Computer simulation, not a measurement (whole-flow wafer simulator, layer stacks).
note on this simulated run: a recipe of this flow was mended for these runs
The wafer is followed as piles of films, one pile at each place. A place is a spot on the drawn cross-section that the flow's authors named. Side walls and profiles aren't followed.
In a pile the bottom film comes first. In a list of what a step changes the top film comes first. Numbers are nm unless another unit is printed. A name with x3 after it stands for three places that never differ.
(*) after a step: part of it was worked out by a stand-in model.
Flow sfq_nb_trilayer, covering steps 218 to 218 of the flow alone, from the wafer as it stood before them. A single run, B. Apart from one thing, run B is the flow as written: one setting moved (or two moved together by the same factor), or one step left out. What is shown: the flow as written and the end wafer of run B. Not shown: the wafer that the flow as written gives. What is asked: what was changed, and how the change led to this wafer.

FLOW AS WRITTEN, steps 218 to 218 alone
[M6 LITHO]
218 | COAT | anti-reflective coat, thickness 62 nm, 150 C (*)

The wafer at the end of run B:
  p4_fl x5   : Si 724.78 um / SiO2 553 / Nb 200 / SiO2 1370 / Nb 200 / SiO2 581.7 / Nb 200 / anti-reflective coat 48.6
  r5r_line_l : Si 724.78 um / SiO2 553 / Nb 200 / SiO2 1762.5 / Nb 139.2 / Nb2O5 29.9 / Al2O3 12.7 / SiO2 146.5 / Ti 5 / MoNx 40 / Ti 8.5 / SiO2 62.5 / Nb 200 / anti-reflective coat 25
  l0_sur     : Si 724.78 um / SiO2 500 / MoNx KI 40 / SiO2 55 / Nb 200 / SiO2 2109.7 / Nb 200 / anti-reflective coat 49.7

The reason: step 218, COAT: thickness 48.6 nm was run, though the flow has thickness 62 nm.
The wafer itself shows it: p4_fl x5 has anti-reflective coat 48.6, and step 218 as written asks for 62 nm.

The path from the change to this, step by step:
  218 | COAT | anti-reflective coat, thickness 62 nm, 150 C (*)
      p4_fl x5, p4_w1 x9, p3_s0 x9 and 41 more: anti-reflective coat gains 48.6 (new film) (as written it would have been: anti-reflective coat gains 62 (new film))
      r5r_line_l, r5r_line_c, r5r_line_r: anti-reflective coat gains 25 (new film) (as written it would have been: anti-reflective coat gains 37.1 (new film))
      (and at 39 other places as well)
